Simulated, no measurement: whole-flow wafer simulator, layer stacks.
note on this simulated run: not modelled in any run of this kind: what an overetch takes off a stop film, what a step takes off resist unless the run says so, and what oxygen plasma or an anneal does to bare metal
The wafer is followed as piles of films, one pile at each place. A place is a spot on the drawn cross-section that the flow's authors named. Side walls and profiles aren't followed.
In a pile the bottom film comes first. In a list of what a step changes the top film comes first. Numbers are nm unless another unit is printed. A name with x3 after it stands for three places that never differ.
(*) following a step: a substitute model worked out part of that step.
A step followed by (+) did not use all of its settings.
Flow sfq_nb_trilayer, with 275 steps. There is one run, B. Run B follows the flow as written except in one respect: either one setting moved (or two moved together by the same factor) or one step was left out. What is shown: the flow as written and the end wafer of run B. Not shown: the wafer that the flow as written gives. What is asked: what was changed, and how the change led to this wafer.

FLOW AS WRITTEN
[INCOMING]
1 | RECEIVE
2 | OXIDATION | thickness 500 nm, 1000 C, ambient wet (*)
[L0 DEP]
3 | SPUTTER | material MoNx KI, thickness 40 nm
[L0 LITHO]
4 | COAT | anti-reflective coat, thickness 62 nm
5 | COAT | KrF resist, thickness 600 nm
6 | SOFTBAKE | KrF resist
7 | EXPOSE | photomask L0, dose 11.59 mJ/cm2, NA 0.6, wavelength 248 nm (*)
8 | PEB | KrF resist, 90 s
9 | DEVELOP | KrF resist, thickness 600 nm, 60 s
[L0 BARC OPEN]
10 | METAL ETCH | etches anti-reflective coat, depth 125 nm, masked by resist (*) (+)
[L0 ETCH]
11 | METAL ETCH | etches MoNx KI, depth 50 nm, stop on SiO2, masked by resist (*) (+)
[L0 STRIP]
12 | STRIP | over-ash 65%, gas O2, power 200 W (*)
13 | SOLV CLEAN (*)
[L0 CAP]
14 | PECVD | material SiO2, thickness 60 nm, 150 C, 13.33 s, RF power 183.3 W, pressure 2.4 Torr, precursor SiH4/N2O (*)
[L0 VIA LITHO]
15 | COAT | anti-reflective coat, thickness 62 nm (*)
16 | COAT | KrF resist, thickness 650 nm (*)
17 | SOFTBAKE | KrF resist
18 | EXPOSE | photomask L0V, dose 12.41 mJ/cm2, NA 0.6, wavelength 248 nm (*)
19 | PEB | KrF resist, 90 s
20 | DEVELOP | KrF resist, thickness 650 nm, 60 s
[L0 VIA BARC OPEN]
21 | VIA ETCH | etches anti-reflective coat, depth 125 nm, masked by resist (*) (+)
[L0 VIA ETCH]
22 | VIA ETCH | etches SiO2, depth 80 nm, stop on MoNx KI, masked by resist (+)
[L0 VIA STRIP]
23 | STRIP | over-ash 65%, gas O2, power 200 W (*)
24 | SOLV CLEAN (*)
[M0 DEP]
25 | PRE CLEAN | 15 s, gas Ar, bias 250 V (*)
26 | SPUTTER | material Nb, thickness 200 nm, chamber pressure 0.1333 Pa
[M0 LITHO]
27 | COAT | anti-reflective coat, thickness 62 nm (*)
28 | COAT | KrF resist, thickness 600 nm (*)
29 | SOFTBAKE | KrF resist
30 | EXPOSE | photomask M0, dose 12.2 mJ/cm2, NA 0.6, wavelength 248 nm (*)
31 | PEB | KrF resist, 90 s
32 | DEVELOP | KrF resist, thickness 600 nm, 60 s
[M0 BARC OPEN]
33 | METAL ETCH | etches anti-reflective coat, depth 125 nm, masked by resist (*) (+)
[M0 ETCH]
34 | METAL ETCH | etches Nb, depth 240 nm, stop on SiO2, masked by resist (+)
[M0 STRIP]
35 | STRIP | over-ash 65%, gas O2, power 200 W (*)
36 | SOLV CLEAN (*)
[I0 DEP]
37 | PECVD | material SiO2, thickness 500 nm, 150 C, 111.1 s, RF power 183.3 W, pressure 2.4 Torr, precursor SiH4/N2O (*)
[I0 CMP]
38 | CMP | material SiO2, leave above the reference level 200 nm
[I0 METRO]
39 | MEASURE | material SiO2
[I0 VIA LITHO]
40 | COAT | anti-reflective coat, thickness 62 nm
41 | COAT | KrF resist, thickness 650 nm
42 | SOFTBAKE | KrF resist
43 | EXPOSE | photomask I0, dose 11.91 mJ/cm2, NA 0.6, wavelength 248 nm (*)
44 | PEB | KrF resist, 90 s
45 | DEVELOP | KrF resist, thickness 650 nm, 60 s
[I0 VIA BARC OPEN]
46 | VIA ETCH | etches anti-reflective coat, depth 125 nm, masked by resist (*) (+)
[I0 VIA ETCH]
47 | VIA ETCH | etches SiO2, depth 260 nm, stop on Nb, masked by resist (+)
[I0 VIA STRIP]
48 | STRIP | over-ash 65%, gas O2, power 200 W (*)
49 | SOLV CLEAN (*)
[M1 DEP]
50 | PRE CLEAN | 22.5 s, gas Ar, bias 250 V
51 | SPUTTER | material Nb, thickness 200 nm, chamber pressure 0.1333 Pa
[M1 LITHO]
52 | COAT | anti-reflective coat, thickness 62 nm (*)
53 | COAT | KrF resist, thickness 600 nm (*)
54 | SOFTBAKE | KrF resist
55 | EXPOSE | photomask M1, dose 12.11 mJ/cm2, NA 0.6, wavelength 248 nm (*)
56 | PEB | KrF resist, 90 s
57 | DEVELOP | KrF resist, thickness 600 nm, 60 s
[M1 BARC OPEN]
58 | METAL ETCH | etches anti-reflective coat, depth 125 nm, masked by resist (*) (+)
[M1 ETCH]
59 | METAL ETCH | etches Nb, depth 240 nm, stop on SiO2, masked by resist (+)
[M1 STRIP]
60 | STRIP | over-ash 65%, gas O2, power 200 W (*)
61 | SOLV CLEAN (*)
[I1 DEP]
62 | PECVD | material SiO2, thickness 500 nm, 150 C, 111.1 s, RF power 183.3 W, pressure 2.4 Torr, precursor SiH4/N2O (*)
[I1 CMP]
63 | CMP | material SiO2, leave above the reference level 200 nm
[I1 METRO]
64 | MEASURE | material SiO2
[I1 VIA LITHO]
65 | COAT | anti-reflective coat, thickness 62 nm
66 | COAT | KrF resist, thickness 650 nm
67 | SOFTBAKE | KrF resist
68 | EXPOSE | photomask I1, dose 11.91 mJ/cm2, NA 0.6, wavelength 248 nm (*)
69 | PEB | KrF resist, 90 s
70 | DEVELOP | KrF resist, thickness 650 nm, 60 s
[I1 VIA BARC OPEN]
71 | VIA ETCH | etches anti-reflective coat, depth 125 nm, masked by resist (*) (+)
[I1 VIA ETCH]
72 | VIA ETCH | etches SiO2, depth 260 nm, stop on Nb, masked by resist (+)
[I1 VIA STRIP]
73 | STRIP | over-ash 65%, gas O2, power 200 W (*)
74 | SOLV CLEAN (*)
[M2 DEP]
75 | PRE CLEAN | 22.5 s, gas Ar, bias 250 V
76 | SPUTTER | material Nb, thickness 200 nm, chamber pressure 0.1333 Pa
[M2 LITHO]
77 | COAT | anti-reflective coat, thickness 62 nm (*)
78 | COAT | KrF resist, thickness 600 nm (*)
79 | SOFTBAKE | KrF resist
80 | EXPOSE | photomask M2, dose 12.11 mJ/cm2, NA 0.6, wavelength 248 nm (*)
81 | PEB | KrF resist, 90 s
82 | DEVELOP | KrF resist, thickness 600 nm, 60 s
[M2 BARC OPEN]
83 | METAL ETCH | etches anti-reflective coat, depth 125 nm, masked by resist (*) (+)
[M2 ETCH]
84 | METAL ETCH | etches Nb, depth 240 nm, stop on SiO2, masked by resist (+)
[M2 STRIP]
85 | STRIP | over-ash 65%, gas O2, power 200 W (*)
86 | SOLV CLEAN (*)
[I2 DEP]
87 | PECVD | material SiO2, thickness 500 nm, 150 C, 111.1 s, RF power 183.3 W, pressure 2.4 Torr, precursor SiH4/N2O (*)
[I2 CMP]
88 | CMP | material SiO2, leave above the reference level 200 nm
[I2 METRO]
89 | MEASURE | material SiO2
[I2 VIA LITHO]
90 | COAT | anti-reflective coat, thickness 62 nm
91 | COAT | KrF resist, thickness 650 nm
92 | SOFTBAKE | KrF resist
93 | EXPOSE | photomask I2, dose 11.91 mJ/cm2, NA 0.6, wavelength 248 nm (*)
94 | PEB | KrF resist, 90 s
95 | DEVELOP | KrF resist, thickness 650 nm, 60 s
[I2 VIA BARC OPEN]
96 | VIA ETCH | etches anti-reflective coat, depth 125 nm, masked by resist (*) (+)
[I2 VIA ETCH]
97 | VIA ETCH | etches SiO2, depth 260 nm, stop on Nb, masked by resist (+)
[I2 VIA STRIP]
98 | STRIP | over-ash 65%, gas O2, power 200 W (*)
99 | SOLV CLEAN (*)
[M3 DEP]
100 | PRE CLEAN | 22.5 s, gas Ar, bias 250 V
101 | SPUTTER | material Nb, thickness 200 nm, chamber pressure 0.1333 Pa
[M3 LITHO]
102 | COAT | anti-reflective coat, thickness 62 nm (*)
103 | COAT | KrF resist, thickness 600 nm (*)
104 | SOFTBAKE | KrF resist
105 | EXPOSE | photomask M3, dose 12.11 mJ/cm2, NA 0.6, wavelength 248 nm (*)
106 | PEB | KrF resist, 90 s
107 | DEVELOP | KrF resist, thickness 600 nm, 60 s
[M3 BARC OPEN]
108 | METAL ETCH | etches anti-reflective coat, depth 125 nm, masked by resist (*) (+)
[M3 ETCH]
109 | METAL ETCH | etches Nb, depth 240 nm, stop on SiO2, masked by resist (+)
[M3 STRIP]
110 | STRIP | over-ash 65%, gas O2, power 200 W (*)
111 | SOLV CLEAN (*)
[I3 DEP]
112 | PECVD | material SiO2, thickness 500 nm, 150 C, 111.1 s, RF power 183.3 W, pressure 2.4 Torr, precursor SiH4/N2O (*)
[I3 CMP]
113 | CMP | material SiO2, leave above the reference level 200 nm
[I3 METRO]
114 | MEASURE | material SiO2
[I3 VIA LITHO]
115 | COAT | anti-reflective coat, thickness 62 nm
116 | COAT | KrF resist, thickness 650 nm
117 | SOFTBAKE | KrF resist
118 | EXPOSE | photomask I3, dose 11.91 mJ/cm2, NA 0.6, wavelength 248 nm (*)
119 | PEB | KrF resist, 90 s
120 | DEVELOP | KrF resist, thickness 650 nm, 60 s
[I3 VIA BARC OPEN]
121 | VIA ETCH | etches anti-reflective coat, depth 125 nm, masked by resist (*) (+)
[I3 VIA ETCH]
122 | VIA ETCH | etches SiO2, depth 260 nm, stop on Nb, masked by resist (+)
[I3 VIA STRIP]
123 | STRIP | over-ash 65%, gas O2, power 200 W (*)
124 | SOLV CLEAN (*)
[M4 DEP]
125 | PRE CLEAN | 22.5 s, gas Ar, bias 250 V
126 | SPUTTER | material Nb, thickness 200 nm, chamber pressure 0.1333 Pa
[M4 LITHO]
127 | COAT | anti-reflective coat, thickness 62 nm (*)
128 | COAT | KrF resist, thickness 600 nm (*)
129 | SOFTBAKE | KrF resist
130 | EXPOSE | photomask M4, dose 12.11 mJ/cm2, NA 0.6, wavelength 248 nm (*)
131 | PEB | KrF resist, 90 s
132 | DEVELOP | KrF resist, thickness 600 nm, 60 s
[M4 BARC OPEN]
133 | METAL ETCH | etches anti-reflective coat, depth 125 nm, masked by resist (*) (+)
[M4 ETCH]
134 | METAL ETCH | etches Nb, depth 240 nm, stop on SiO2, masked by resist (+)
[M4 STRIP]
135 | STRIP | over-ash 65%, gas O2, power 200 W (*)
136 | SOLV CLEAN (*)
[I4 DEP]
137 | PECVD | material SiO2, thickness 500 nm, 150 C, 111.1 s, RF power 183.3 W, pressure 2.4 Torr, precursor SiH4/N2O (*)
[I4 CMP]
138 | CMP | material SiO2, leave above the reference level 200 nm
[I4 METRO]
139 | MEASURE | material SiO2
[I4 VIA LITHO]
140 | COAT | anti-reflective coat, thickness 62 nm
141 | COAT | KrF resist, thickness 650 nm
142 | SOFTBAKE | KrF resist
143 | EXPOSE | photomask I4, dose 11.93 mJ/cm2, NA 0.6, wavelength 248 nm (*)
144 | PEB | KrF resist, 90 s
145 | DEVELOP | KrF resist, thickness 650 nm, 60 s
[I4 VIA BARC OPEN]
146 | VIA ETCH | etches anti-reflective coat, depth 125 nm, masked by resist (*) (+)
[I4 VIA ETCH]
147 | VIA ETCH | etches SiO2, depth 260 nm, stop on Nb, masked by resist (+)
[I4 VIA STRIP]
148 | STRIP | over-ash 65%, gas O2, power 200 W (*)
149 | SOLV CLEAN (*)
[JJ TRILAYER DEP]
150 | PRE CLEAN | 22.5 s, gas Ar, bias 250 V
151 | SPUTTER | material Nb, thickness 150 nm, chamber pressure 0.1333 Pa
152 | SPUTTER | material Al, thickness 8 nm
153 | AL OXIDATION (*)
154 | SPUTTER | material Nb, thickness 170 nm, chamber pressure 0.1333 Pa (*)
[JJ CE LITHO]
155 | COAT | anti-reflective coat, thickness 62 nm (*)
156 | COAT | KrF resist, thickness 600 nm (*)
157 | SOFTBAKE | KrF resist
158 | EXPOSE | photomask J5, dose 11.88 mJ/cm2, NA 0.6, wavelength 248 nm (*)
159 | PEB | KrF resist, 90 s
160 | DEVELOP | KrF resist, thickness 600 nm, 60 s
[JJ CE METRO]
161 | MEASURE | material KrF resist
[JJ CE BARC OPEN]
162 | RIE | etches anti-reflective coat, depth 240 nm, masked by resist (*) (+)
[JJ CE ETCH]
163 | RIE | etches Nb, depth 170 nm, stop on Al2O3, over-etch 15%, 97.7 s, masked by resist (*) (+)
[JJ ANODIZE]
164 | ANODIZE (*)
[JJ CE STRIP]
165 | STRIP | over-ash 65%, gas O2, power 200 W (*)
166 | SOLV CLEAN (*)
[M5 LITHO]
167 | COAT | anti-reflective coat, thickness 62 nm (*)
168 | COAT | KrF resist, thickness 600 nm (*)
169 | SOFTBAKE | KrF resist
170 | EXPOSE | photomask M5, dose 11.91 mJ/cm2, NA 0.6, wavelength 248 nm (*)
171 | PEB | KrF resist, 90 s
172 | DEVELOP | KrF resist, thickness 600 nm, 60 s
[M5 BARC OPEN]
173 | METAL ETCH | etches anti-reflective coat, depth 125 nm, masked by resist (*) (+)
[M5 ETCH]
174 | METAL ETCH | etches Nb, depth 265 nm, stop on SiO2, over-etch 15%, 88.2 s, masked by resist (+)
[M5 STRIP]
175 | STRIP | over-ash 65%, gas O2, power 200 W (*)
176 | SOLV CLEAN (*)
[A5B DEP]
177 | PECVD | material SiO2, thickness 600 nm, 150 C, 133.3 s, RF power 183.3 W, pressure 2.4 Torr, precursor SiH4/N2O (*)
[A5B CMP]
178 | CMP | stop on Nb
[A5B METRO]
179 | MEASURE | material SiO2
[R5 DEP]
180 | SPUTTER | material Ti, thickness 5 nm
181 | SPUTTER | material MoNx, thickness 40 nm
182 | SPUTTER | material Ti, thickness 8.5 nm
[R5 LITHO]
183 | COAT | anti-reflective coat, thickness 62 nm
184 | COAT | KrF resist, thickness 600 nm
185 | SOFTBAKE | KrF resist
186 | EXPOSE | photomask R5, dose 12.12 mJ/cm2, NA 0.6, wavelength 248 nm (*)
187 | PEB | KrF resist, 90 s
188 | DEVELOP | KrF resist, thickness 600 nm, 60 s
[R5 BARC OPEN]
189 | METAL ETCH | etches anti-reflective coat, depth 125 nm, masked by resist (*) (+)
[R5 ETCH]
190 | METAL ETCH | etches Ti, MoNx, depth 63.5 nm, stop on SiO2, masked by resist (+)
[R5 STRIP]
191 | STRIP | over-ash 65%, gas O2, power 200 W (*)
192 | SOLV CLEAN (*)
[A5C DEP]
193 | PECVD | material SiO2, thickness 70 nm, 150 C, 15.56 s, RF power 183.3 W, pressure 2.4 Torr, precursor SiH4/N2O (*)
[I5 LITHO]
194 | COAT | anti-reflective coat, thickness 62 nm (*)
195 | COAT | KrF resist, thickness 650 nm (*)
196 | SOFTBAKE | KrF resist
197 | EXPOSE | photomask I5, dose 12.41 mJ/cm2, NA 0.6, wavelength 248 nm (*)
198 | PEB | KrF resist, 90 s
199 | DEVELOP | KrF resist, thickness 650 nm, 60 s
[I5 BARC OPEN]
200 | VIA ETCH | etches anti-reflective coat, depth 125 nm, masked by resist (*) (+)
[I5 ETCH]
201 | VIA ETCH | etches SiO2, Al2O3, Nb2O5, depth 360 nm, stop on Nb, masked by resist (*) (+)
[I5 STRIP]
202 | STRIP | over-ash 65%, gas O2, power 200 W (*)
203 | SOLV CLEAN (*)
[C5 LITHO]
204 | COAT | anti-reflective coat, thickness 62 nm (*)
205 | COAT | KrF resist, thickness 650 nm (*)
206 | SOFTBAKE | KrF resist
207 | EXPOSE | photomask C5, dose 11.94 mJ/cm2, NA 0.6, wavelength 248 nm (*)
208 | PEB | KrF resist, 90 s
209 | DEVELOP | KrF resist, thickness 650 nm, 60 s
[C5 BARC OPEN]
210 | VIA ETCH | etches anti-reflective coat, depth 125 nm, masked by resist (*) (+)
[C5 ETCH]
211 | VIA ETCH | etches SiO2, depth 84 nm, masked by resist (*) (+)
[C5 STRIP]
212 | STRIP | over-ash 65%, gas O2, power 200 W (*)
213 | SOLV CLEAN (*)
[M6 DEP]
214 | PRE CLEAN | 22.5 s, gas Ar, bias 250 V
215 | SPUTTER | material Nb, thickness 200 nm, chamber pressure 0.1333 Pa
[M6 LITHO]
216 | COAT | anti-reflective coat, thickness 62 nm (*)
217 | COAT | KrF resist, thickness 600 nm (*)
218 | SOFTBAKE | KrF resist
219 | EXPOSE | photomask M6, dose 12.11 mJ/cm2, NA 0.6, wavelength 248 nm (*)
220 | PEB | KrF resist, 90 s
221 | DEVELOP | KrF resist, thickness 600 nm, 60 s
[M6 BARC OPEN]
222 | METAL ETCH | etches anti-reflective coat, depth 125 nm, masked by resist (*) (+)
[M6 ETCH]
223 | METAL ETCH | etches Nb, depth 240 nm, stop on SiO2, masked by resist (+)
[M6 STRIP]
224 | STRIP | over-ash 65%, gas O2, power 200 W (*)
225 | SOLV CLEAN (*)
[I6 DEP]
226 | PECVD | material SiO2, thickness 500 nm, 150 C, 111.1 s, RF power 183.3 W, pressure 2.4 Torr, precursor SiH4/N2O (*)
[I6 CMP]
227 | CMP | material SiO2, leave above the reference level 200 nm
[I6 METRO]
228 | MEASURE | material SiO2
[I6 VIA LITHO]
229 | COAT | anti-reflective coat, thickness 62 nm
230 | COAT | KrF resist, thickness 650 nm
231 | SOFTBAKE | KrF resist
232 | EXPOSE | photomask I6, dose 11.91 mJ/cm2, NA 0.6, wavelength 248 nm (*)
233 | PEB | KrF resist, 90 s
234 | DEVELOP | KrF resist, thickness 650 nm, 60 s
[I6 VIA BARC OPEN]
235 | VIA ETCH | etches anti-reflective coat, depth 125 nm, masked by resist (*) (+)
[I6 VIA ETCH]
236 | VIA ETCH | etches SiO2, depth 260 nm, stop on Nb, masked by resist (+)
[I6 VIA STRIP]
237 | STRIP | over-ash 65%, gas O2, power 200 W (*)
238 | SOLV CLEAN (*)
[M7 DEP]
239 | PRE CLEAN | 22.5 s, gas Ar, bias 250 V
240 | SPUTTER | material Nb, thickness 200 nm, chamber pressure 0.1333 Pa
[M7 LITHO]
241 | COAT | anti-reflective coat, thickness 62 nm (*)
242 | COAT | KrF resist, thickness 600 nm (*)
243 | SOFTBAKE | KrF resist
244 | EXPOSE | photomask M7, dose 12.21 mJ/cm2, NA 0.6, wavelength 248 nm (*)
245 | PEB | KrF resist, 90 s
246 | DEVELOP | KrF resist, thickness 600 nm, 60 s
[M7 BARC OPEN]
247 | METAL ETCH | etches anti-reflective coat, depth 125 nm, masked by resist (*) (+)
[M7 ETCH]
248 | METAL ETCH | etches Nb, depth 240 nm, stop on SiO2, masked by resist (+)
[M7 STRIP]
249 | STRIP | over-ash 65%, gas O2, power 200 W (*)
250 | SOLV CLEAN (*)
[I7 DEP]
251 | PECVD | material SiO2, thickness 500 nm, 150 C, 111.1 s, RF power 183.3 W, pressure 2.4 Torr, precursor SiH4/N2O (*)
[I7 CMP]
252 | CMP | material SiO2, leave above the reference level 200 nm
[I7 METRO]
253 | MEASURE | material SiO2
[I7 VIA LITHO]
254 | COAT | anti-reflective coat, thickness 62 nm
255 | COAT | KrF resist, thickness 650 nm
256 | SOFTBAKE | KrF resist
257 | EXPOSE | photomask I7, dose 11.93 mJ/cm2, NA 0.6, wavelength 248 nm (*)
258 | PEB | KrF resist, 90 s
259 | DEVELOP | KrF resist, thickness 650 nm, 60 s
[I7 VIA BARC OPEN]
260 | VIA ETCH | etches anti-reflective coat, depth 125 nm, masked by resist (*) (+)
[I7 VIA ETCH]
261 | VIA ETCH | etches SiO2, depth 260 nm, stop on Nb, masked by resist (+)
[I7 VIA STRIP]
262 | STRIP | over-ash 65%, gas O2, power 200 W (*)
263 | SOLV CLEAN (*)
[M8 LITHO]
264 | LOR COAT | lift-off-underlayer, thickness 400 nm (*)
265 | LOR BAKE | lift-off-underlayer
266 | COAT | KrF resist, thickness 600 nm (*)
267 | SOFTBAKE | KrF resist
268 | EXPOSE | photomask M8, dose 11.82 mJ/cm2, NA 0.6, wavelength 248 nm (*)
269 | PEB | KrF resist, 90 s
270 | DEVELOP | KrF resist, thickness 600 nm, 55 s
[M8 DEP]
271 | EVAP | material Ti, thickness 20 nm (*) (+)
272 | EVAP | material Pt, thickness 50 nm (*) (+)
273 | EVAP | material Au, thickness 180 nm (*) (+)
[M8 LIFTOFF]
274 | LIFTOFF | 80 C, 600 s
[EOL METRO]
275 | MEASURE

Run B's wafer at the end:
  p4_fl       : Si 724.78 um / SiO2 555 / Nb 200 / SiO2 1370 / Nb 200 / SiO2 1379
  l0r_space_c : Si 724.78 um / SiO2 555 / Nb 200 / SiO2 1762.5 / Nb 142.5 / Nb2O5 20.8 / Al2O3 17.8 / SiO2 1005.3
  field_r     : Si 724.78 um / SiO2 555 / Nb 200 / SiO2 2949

Cause: step 152, SPUTTER: thickness 11.1 nm was run, whereas the flow has thickness 8 nm.

How this came from the change, step by step:
  152 | SPUTTER | material Al, thickness 8 nm
      field_l, v_sur, via_sp and 100 more: Al gains 11.1 (new film) (as written it would have been: Al gains 8 (new film))
      via_wl, via_wr: Al gains 7.13 (new film) (as written it would have been: Al gains 5.14 (new film))
      (and at 1 other place as well)
  164 | ANODIZE (*)
      field_l, v_sur, via_sp and 96 more: Al2O3 gains 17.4, Nb2O5 gains 20.8 (new film), Al loses 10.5 (all of it), Nb loses 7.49 (as written it would have been: Al2O3 gains 12.2, Nb2O5 gains 29.9 (new film), Al loses 7.42 (all of it), Nb loses 10.8)
      via_wl, via_wr: Al2O3 gains 10.8 (new film), Nb2O5 gains 33.3 (new film), Al loses 6.55 (all of it), Nb loses 12 (as written it would have been: Al2O3 gains 7.52 (new film), Nb2O5 gains 39.2 (new film), Al loses 4.56 (all of it), Nb loses 14.1)
      (and at 1 other place as well)
  167 | COAT | anti-reflective coat, thickness 62 nm (*)
      ce_l: anti-reflective coat gains 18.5 (new film) (as written it would have been: anti-reflective coat gains 19.6 (new film))
  174 | METAL ETCH | etches Nb, depth 265 nm, stop on SiO2, over-etch 15%, 88.2 s, masked by resist (+)
      field_l, r_sur, res and 50 more: Al2O3 loses 17.7 (all of it), Nb2O5 loses 20.8 (all of it), Nb loses 142.5 (all of it), SiO2 loses 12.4 (as written it would have been: Al2O3 loses 12.6 (all of it), Nb2O5 loses 29.9 (all of it), Nb loses 139.2 (all of it), SiO2 loses 12.3)
  175 | STRIP | over-ash 65%, gas O2, power 200 W (*)
      ce_l: KrF resist loses 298 (all of it), anti-reflective coat loses 18.5 (all of it) (as written it would have been: KrF resist loses 299.6 (all of it), anti-reflective coat loses 19.6 (all of it))
  201 | VIA ETCH | etches SiO2, Al2O3, Nb2O5, depth 360 nm, stop on Nb, masked by resist (*) (+)
      be: SiO2 loses 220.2 (all of it), Al2O3 loses 17.8 (all of it), Nb2O5 loses 20.8 (all of it) (as written it would have been: SiO2 loses 216.4 (all of it), Al2O3 loses 12.7 (all of it), Nb2O5 loses 29.9 (all of it))
